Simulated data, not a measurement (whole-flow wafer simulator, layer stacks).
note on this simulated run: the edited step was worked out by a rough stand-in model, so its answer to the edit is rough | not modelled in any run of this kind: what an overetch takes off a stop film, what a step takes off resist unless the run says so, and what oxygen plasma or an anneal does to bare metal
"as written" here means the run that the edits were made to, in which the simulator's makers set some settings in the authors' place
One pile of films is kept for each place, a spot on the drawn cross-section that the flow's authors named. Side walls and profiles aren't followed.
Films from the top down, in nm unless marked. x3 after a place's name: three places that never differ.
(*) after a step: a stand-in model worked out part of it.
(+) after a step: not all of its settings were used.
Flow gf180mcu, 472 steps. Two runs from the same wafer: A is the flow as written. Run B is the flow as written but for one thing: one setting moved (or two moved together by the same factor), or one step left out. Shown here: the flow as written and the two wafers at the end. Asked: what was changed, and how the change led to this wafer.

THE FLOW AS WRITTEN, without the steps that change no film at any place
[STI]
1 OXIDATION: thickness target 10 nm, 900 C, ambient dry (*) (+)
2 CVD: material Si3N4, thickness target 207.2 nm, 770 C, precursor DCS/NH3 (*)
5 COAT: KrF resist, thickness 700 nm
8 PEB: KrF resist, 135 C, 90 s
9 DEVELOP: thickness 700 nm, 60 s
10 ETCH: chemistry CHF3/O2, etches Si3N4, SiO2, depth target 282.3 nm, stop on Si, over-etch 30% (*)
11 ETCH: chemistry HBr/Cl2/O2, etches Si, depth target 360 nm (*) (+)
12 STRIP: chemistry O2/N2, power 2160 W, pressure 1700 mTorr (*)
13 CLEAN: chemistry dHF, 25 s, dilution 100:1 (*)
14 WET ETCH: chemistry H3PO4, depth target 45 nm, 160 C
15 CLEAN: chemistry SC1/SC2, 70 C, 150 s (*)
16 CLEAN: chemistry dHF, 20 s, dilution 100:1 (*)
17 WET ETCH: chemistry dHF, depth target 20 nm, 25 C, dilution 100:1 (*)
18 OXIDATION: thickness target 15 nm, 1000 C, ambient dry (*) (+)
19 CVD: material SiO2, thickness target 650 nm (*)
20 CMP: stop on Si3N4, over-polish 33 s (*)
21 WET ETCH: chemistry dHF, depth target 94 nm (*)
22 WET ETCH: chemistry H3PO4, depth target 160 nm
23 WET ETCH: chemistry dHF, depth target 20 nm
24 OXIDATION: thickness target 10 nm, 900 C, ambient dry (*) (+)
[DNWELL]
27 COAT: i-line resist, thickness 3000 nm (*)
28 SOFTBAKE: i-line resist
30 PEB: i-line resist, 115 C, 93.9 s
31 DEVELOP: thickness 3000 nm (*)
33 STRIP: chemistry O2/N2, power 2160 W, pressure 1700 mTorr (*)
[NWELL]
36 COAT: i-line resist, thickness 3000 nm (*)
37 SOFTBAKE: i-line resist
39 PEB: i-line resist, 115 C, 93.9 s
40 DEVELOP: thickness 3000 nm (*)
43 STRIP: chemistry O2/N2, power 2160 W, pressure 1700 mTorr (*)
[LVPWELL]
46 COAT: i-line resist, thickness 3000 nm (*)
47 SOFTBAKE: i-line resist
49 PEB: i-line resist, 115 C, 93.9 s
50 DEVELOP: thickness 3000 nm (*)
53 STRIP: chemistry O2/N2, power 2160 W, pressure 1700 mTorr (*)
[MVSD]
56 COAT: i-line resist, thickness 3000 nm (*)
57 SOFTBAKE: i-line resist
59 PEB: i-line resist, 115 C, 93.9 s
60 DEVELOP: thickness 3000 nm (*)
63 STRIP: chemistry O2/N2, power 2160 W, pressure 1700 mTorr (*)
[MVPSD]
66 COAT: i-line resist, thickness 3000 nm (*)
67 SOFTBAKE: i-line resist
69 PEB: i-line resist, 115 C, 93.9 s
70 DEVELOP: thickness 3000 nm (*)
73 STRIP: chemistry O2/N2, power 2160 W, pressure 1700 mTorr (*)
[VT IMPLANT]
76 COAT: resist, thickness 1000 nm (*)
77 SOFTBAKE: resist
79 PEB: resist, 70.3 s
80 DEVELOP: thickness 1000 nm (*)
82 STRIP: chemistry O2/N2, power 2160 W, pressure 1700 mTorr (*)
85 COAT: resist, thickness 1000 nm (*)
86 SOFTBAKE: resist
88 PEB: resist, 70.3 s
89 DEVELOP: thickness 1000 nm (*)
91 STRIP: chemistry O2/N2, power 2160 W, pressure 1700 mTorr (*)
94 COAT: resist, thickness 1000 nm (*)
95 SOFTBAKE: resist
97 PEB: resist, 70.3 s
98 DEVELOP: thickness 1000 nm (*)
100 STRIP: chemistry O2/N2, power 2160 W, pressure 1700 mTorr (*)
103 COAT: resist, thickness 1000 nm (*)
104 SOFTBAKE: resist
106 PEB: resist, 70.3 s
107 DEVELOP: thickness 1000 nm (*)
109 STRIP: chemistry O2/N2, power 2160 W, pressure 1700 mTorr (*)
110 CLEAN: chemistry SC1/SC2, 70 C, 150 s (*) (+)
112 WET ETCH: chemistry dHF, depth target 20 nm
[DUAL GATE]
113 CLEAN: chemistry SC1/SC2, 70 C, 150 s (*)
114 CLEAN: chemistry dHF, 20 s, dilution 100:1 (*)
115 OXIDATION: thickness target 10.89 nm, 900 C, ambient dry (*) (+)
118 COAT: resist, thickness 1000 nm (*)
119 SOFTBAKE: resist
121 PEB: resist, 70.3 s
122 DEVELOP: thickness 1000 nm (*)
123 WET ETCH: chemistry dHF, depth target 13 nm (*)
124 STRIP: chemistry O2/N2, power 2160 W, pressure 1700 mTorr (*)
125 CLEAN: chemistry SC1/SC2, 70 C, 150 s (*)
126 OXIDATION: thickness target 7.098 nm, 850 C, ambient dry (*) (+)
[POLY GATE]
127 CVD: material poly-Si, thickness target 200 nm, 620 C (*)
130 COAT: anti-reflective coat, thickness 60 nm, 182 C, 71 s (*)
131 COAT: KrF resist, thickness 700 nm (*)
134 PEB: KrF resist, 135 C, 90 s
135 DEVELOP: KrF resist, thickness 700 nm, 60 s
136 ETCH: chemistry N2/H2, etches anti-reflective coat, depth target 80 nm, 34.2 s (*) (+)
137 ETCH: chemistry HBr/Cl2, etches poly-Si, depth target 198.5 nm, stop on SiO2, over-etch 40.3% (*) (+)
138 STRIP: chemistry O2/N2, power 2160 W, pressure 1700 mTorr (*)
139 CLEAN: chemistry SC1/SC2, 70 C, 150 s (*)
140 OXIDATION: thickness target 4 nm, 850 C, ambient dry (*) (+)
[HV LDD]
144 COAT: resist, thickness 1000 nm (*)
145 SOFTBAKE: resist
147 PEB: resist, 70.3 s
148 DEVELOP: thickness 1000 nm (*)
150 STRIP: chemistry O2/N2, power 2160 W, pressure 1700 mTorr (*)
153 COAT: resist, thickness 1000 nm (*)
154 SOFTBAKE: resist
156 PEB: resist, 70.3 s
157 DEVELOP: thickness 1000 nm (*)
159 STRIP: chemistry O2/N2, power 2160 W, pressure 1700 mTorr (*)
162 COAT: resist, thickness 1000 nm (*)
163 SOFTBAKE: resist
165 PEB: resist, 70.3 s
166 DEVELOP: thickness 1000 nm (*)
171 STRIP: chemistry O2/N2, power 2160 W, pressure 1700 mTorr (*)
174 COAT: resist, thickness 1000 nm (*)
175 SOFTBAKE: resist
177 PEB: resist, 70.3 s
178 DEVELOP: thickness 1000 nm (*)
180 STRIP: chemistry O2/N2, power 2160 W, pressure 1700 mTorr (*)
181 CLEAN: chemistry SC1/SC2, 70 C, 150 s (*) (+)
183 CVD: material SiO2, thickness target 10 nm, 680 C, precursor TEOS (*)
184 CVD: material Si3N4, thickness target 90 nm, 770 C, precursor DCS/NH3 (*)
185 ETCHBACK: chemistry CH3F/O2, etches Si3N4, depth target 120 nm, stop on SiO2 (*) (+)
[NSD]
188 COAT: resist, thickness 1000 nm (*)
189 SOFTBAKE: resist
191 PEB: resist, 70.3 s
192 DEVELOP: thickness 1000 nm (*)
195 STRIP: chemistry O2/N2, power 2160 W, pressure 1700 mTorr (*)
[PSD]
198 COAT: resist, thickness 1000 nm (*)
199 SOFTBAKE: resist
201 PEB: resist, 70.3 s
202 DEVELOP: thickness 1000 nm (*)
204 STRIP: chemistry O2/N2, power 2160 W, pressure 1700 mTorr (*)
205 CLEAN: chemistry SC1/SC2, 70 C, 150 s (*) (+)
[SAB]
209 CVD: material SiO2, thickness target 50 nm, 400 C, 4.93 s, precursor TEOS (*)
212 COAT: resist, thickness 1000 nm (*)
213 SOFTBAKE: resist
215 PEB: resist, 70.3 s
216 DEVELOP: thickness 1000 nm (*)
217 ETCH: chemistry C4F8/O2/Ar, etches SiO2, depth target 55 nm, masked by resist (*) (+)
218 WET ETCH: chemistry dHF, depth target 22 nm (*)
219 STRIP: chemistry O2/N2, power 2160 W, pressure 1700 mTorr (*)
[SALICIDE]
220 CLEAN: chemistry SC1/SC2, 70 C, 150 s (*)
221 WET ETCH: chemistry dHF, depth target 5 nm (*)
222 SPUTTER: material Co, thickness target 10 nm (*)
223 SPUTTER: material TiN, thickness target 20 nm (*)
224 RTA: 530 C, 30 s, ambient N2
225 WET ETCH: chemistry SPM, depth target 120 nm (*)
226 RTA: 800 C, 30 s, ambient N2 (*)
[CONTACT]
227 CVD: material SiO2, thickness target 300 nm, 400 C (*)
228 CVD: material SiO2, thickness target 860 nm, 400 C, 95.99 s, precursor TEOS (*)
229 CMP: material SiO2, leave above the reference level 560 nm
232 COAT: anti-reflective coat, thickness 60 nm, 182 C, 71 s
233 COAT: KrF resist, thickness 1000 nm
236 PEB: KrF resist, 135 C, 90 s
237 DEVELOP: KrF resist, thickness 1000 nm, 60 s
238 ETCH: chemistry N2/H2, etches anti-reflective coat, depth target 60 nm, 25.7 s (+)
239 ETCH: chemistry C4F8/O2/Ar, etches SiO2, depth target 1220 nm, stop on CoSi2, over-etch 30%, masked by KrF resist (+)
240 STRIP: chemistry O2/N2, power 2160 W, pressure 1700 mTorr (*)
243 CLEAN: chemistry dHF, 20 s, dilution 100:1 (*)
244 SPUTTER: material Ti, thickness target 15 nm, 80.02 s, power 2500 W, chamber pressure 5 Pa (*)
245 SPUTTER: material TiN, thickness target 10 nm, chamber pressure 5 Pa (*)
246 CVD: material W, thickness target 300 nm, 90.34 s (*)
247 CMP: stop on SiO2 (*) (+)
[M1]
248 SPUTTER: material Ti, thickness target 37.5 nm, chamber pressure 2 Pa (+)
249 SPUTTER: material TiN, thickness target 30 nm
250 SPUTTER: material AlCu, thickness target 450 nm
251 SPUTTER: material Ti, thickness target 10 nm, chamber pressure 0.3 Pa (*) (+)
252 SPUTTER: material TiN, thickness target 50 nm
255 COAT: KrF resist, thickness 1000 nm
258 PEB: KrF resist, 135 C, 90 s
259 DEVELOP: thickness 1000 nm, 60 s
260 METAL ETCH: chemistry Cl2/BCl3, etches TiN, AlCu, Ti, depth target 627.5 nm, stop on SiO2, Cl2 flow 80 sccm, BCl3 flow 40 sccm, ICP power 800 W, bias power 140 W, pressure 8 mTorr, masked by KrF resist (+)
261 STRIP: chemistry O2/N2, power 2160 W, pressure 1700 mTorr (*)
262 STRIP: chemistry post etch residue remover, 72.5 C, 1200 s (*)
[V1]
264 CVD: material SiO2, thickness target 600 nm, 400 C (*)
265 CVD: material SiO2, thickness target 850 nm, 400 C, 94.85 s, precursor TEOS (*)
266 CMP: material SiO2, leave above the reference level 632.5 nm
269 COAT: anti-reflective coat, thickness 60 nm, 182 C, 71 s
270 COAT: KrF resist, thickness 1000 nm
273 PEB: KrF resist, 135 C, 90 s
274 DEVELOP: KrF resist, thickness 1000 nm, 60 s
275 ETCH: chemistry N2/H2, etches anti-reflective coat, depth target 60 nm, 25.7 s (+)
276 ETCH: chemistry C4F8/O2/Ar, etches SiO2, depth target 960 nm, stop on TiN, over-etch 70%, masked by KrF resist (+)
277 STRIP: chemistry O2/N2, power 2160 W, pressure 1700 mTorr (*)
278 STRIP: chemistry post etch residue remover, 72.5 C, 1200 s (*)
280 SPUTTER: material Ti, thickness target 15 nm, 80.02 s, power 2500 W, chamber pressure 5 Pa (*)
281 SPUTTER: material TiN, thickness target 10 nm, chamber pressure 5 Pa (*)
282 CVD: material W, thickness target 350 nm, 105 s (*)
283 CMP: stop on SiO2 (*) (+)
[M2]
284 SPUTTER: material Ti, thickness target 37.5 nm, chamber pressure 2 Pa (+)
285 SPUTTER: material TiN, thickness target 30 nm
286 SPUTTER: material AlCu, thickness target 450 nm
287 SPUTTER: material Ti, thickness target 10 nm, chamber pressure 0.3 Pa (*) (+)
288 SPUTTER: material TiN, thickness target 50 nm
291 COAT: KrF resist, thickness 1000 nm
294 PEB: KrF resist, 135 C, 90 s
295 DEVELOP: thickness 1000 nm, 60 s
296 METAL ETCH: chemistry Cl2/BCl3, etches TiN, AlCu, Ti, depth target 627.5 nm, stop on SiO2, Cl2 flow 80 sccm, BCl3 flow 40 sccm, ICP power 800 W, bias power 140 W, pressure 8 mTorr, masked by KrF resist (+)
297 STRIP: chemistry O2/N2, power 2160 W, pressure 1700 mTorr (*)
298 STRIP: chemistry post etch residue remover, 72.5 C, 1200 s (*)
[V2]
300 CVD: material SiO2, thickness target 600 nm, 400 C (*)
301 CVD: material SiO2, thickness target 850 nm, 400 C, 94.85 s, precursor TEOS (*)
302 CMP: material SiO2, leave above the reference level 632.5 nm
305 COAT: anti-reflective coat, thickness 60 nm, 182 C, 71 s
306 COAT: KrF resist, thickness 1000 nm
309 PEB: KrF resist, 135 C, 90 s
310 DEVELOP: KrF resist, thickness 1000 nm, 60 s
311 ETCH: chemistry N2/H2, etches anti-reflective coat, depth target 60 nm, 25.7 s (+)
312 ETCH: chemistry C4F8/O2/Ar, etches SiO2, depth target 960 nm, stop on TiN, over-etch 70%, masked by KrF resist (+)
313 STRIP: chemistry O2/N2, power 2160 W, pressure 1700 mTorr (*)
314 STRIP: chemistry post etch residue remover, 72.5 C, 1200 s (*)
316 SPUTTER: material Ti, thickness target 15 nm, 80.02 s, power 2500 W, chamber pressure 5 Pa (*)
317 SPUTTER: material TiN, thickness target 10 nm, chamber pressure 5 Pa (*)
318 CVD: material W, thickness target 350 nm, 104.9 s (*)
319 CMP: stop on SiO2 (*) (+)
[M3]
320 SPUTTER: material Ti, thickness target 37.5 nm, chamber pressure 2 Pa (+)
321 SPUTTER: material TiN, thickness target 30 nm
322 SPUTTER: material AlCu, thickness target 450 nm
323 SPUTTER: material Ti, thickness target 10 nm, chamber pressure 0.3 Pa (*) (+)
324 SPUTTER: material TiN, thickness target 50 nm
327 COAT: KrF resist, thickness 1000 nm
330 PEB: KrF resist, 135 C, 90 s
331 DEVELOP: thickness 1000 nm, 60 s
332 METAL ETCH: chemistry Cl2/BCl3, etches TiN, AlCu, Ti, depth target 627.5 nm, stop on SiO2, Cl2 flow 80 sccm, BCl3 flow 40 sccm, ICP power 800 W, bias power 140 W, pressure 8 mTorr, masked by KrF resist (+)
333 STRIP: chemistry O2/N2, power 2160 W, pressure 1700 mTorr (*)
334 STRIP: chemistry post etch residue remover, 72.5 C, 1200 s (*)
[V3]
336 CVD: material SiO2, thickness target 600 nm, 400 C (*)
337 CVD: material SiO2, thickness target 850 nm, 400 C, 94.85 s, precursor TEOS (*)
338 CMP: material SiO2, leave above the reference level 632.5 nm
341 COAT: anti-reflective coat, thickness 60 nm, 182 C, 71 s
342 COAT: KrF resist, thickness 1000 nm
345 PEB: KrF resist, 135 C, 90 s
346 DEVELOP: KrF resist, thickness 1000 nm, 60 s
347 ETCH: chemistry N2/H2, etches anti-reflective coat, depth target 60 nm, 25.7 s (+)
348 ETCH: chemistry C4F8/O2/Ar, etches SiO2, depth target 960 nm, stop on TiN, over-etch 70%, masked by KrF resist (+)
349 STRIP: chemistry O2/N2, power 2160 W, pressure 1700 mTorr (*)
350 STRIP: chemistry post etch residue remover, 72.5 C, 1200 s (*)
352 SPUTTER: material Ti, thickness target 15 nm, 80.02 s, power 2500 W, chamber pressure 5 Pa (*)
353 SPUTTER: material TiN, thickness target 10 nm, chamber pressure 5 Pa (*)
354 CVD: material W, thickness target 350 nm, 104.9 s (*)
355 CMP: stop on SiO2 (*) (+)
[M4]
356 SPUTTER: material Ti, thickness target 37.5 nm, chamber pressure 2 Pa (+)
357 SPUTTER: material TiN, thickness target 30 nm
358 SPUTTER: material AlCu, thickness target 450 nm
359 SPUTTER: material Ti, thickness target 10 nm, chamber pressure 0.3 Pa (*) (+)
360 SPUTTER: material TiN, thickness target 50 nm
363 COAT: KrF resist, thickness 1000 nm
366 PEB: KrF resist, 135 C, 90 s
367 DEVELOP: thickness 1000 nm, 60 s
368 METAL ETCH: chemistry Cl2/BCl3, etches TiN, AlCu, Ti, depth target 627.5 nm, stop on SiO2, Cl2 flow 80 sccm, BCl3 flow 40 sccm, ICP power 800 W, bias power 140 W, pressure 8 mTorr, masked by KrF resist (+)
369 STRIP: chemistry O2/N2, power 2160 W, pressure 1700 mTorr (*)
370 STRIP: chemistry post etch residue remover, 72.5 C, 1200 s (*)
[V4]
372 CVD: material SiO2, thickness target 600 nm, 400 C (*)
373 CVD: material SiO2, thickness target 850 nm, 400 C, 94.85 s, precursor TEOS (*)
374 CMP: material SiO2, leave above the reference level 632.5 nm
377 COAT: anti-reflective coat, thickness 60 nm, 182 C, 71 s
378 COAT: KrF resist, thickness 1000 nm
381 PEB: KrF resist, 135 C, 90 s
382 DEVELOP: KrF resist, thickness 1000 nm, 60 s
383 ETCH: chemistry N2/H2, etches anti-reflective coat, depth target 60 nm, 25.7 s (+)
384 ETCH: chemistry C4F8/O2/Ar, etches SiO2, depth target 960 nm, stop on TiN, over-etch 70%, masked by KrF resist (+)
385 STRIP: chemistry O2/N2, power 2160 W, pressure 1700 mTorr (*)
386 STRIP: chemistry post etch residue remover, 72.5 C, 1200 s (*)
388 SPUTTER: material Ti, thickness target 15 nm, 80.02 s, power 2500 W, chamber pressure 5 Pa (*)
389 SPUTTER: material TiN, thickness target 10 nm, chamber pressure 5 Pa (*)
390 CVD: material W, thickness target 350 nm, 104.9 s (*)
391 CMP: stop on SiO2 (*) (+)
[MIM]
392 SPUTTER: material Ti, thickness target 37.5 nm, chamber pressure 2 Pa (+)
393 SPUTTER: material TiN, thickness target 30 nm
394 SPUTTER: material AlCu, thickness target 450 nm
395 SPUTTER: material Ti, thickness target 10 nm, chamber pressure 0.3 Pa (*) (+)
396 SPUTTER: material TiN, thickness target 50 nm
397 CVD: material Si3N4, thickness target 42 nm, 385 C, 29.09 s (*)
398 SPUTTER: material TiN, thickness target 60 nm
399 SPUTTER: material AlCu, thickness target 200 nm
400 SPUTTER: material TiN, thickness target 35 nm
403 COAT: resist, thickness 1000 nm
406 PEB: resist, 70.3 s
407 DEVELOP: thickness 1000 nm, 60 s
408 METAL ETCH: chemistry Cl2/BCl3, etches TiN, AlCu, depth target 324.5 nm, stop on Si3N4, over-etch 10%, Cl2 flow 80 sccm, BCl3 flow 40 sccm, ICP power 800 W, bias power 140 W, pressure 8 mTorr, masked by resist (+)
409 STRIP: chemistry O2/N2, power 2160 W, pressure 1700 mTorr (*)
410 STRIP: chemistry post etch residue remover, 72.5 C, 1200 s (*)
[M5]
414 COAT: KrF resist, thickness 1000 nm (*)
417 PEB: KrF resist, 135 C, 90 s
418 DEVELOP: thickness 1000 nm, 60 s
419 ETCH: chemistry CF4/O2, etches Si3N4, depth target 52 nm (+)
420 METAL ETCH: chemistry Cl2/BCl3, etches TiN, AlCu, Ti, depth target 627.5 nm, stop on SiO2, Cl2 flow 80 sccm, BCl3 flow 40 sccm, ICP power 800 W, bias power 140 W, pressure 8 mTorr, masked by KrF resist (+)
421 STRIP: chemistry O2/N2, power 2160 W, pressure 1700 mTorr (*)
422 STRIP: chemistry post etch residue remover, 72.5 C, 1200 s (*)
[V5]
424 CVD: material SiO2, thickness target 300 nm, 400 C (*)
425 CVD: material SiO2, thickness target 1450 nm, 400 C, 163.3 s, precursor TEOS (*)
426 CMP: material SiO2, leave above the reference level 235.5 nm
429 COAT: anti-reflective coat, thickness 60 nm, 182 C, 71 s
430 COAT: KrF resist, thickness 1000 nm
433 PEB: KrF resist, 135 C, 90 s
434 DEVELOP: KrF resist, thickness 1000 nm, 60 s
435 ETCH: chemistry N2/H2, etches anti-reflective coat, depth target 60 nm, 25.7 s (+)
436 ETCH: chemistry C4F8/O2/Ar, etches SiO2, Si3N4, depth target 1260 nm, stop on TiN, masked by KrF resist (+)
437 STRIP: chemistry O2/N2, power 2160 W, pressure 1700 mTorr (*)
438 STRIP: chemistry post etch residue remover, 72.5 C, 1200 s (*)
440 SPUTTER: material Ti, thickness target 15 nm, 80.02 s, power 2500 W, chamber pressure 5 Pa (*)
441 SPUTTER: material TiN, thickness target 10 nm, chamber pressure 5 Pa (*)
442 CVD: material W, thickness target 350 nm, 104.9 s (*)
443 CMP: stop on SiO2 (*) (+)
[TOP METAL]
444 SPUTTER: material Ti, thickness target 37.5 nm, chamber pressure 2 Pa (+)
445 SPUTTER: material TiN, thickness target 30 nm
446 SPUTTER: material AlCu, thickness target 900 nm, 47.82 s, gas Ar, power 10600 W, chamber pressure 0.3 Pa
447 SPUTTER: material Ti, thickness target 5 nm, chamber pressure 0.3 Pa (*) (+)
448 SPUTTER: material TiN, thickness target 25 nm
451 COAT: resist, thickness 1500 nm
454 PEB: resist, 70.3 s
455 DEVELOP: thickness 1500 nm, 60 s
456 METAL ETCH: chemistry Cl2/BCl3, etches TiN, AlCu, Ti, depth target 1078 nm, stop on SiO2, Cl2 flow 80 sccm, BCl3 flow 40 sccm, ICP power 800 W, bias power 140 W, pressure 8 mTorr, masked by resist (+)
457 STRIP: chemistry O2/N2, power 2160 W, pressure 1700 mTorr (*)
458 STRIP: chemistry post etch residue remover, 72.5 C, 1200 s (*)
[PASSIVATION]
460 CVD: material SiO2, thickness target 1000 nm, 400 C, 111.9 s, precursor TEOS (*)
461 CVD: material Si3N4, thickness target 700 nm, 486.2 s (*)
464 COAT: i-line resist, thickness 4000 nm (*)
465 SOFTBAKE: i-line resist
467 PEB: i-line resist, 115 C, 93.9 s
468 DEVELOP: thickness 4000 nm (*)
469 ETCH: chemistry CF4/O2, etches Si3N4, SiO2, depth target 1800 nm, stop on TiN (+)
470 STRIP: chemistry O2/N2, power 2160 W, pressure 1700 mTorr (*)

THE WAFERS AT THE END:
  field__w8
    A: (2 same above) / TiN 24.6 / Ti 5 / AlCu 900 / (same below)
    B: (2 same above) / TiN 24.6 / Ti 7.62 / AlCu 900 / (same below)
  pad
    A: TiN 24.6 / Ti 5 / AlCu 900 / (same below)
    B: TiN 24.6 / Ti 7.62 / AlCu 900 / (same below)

The cause: step 447, SPUTTER: thickness target 7.62 nm was run, where the flow has thickness target 5 nm.
It can be read off the wafer: field__w8 has Ti 7.62, and step 447 as written asks for 5 nm.

How the change led to this, step by step:
  447 SPUTTER: material Ti, thickness target 5 nm, chamber pressure 0.3 Pa (*) (+)
      field, field__w1, field__w2 and 109 more: A Ti +5 (new film) | B Ti +7.62 (new film)
  456 METAL ETCH: chemistry Cl2/BCl3, etches TiN, AlCu, Ti, depth target 1078 nm, stop on SiO2, Cl2 flow 80 sccm, BCl3 flow 40 sccm, ICP power 800 W, bias power 140 W, pressure 8 mTorr, masked by resist (+)
      field, field__w1, field__w2 and 103 more: A TiN -25 (all of it), Ti -5 (all of it), AlCu -900 (all of it), TiN -30 (all of it), Ti -37.5 (all of it) | B TiN -25 (all of it), Ti -7.62 (all of it), AlCu -900 (all of it), TiN -30 (all of it), Ti -37.5 (all of it)
